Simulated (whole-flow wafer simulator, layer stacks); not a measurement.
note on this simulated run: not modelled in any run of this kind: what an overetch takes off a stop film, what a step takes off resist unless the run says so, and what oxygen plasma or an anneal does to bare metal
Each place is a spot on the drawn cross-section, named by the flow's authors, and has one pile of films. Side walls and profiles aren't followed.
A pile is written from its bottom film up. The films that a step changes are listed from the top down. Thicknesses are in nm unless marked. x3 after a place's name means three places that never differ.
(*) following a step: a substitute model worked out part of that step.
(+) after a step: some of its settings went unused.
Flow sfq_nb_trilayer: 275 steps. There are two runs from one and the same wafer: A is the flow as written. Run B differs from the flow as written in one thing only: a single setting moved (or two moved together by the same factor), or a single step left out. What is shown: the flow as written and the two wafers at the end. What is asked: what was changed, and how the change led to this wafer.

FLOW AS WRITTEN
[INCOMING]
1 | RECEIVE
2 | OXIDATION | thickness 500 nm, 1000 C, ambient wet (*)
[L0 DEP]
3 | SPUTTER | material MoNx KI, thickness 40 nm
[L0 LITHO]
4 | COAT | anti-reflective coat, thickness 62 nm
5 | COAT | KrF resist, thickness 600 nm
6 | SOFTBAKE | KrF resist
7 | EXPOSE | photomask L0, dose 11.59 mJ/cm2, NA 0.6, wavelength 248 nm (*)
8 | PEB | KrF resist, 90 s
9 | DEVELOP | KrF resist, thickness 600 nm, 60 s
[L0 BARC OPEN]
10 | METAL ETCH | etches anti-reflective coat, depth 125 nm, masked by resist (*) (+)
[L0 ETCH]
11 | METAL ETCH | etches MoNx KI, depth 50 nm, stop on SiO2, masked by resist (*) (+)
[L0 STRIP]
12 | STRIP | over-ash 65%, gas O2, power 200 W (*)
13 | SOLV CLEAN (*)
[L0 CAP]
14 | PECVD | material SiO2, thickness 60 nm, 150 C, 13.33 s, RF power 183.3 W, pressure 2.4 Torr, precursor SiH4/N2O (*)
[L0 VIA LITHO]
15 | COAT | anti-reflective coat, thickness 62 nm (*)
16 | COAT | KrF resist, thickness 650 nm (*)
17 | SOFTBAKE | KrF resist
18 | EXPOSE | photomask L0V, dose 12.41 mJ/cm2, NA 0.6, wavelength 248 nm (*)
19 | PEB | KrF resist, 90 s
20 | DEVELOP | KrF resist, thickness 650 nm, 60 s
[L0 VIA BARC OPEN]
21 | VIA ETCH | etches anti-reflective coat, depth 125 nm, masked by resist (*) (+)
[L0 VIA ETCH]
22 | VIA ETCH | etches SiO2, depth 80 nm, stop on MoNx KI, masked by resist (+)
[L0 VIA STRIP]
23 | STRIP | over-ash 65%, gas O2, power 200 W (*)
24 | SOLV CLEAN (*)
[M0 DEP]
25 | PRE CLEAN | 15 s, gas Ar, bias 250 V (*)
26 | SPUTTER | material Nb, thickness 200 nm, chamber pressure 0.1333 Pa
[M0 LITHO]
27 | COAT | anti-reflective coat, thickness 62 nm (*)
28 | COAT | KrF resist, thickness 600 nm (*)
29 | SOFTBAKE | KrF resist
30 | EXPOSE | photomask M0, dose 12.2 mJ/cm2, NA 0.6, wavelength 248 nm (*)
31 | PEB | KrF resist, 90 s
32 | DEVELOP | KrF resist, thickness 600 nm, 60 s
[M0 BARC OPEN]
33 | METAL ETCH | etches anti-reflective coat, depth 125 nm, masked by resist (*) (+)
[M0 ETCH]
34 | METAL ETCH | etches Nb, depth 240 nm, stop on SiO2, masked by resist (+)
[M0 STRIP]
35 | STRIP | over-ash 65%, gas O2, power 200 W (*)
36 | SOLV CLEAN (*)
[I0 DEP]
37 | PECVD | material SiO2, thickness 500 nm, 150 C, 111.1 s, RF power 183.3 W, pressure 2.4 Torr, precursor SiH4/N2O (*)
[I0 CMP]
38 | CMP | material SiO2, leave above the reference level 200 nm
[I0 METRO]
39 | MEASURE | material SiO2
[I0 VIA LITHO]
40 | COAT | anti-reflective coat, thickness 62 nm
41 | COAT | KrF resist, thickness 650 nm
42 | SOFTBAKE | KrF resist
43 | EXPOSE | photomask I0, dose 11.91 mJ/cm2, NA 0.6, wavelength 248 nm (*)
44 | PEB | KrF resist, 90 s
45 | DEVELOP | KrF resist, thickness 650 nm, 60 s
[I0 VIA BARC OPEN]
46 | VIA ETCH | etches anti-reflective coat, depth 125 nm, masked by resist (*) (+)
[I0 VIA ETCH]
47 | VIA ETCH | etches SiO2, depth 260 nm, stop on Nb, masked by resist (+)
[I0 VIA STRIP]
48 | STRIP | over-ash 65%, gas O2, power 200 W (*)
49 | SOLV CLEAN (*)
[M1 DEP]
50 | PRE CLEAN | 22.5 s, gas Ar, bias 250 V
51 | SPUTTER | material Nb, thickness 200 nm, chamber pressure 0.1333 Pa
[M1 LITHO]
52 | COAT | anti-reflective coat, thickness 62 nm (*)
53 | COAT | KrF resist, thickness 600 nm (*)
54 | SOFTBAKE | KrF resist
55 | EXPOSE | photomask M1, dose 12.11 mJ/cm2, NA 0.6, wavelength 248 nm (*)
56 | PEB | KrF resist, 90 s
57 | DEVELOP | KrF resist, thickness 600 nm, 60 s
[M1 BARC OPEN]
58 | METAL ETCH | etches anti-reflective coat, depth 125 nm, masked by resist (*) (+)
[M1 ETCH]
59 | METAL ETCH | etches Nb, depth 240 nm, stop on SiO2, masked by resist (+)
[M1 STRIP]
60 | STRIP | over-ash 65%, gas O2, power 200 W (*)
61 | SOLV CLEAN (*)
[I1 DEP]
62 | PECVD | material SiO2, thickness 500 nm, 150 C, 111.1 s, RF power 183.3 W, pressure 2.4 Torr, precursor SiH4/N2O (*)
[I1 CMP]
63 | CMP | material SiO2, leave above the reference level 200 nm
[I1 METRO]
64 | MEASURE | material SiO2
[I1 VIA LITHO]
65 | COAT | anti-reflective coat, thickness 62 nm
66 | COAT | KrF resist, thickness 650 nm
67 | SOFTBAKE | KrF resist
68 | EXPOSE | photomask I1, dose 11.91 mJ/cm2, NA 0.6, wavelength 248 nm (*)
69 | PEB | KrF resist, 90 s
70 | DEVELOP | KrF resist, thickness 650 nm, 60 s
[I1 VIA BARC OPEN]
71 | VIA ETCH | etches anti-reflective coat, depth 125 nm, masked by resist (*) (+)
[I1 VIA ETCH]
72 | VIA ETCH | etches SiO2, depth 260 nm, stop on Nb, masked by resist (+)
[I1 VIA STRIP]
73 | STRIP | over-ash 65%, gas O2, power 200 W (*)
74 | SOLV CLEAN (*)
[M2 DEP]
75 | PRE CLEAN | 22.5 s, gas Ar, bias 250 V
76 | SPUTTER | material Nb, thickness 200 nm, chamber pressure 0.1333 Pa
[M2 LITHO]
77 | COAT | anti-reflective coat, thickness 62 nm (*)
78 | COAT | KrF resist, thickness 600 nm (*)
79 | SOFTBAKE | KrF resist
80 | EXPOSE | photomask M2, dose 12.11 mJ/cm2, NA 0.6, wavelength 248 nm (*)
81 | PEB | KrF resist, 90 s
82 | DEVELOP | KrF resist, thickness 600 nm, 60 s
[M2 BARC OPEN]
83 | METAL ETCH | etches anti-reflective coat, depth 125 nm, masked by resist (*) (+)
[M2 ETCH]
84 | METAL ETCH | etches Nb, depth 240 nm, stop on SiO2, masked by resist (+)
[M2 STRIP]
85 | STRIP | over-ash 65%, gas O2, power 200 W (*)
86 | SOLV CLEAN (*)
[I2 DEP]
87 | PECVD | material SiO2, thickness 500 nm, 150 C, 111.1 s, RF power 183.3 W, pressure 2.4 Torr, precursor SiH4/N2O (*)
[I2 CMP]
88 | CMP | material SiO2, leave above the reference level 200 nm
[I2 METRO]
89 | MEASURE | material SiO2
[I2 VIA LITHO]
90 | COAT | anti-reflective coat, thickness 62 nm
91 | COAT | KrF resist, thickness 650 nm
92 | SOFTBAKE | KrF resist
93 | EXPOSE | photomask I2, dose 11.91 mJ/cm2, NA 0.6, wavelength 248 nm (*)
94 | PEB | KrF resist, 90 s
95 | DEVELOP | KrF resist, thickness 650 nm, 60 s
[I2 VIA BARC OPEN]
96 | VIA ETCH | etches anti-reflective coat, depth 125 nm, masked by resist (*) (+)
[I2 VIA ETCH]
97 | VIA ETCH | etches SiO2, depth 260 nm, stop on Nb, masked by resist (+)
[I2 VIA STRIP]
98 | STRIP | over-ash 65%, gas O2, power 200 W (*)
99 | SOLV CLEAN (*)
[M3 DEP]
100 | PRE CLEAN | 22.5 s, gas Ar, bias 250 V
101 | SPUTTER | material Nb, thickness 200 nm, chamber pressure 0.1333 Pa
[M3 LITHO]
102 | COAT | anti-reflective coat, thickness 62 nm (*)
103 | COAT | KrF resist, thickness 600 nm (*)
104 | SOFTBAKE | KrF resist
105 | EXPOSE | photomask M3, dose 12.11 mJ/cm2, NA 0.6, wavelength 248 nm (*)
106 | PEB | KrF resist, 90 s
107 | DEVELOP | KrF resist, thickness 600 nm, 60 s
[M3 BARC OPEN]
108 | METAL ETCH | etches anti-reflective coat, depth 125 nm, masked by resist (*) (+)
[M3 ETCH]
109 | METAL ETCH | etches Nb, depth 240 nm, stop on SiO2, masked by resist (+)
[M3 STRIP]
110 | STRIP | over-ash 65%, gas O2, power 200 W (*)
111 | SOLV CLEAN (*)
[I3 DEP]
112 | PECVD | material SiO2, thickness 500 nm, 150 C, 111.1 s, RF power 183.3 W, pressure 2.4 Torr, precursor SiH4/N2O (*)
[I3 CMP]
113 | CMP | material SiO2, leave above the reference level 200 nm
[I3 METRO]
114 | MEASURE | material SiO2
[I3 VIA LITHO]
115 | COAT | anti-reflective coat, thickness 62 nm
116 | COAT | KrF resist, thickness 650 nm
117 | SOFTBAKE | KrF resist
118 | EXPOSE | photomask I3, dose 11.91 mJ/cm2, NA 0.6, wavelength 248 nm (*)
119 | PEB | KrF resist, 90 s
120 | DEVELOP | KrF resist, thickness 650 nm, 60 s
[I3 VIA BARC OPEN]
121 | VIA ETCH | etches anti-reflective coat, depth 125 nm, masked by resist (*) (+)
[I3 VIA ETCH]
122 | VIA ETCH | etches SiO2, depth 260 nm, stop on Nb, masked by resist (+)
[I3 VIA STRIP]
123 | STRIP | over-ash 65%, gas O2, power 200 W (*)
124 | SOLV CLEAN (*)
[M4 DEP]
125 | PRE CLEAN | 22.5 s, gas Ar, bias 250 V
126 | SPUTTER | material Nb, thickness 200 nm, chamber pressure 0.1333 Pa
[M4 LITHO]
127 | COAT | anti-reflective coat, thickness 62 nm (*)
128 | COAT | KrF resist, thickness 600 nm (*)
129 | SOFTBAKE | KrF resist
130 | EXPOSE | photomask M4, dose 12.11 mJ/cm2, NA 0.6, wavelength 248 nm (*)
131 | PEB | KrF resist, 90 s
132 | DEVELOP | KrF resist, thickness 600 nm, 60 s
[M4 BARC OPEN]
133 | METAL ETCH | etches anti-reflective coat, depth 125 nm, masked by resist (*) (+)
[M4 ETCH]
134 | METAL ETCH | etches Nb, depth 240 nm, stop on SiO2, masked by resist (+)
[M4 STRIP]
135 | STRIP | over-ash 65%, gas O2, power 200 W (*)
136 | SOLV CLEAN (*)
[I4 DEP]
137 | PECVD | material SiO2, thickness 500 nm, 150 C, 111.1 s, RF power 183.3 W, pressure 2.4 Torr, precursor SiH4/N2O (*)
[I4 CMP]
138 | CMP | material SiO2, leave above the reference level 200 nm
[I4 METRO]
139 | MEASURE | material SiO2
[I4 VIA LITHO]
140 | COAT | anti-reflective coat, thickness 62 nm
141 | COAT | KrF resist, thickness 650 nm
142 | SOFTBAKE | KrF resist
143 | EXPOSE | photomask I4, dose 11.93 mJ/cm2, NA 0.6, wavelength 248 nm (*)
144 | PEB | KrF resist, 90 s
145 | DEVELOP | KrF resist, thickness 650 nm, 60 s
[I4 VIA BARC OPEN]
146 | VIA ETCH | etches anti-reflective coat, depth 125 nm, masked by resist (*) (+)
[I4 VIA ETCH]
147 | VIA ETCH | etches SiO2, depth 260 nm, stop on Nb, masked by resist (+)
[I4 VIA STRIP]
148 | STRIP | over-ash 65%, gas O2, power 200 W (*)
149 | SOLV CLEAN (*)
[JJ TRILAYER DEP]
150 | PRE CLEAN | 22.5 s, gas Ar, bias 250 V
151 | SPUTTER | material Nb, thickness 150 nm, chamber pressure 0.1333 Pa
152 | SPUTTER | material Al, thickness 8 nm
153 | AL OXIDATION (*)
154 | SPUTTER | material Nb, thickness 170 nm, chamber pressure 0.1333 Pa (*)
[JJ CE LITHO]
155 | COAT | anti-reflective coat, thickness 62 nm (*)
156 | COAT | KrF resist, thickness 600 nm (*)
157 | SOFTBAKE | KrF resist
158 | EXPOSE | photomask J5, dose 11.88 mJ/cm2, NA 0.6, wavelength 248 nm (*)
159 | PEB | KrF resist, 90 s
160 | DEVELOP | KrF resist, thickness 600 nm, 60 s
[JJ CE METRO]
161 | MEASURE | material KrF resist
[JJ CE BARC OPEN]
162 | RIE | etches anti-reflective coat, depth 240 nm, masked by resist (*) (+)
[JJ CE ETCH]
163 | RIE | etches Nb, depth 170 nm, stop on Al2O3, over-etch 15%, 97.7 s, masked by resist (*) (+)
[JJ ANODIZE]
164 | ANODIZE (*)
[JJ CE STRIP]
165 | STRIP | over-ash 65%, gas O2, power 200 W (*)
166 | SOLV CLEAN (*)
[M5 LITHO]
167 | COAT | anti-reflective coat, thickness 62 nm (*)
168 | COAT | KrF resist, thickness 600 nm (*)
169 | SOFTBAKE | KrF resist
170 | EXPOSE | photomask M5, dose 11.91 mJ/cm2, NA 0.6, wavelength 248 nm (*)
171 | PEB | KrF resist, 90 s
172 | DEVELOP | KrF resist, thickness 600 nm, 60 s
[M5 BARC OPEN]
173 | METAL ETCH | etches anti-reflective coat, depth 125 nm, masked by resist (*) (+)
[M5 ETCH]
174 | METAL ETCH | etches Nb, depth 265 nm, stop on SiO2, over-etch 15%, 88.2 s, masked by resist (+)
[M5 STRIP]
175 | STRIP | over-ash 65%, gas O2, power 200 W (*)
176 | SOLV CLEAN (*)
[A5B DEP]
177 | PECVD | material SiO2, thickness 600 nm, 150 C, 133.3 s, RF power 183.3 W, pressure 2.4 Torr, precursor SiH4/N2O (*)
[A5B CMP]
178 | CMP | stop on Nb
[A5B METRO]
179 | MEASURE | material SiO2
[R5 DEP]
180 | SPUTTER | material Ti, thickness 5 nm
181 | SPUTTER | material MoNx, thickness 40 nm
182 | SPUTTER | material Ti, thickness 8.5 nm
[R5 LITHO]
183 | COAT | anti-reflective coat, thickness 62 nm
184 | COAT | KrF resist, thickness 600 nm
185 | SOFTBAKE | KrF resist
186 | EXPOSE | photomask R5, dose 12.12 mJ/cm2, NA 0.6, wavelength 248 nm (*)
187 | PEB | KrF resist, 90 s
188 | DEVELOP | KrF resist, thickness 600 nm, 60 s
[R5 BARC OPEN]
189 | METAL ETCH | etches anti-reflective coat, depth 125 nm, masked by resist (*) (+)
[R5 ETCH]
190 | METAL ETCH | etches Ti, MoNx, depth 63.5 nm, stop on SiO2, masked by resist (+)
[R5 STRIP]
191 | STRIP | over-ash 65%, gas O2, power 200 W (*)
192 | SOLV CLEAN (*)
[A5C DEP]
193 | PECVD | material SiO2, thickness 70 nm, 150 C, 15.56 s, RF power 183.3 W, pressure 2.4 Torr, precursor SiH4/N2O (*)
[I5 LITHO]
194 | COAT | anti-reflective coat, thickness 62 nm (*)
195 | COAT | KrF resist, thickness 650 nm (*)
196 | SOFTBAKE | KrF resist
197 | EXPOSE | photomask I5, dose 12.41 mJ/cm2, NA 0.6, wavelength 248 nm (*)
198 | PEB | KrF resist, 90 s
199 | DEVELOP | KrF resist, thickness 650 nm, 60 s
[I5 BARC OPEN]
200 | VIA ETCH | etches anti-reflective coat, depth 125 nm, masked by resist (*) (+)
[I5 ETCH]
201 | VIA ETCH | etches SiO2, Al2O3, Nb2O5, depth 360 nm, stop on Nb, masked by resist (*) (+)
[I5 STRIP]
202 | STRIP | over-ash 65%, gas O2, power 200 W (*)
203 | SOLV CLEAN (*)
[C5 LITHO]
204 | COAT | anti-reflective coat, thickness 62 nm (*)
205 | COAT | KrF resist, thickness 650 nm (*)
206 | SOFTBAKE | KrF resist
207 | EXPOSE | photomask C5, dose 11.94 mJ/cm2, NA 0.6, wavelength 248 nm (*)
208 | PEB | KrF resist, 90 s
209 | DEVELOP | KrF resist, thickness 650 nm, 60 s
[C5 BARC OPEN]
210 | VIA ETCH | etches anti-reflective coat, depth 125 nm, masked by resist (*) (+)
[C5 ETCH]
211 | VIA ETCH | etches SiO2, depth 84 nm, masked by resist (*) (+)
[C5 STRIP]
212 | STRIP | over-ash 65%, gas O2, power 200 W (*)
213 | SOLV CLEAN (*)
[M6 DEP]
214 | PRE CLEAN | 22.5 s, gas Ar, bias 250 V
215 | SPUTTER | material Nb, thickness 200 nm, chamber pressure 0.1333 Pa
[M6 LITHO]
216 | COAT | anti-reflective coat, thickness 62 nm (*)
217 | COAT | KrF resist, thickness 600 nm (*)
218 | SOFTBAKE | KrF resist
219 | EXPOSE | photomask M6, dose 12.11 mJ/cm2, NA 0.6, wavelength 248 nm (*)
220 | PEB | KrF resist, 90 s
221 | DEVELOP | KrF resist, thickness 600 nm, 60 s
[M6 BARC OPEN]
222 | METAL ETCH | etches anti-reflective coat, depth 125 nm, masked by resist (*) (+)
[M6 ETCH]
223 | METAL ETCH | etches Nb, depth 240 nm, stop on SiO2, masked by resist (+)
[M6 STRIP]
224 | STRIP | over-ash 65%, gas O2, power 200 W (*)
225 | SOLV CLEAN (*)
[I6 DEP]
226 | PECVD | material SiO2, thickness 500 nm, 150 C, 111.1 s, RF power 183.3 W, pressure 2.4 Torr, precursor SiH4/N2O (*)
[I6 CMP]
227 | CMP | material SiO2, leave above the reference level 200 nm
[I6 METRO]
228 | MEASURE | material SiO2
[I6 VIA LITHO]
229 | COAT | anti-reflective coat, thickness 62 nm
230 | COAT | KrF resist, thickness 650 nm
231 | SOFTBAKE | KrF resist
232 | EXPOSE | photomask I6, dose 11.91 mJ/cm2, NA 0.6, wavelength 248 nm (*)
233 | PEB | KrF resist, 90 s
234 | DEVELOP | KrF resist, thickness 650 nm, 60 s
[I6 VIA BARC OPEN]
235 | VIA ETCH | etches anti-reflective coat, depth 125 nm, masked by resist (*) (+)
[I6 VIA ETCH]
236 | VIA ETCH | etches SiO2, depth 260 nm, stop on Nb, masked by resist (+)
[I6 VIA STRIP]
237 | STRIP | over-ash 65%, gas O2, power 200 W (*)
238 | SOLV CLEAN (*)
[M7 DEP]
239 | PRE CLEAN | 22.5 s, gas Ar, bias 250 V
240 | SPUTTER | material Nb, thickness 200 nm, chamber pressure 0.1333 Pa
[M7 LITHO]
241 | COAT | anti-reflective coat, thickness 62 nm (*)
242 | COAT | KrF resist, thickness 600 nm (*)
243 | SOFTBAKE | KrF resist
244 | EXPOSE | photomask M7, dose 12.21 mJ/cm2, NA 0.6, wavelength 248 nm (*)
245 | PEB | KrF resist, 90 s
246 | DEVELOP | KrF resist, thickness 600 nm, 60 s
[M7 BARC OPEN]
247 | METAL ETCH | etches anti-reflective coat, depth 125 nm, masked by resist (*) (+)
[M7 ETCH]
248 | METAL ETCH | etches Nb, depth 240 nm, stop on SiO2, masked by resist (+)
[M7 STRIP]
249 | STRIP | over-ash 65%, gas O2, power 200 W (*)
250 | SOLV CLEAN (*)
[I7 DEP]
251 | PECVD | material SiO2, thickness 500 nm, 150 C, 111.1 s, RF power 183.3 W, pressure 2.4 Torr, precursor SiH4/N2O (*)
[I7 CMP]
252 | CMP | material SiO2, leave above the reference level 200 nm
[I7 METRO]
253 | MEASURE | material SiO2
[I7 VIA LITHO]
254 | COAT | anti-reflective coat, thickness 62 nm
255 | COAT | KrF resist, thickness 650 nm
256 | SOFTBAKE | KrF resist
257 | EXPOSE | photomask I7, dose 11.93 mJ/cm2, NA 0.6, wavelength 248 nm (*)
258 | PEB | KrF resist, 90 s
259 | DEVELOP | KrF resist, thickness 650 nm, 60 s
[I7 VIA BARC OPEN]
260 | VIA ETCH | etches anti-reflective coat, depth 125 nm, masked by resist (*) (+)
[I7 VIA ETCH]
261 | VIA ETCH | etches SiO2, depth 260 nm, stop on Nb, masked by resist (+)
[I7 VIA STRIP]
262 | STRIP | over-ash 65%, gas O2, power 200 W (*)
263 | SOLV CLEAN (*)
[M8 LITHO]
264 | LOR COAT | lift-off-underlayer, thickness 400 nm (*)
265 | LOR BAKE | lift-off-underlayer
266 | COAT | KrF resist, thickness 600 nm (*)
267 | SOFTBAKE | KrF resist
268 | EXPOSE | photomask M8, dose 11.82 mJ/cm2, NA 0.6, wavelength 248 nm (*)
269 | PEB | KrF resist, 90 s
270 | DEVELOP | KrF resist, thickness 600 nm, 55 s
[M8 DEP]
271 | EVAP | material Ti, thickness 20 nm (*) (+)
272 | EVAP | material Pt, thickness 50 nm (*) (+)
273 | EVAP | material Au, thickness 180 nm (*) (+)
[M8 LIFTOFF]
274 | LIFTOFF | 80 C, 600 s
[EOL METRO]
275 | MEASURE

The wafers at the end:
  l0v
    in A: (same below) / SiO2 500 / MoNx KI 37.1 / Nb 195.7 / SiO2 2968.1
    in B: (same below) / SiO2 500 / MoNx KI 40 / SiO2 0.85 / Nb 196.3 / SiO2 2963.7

Cause: step 22, VIA ETCH: depth 54 nm was run, though the flow has depth 80 nm.

How this came from the change, step by step:
  22 | VIA ETCH | etches SiO2, depth 80 nm, stop on MoNx KI, masked by resist (+)
      l0v: A SiO2 loses 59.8 (all of it) | B SiO2 loses 54
      field_l, v_sur, via_wl and 102 more: A KrF resist loses 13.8 | B KrF resist loses 9.31
  25 | PRE CLEAN | 15 s, gas Ar, bias 250 V (*)
      l0v: A MoNx KI loses 2.91 | B SiO2 loses 5
If metal films that touch count as one body, l0v has 2 bodies (between them, from the top down: SiO2 0.85); the flow as written gives 1 body.
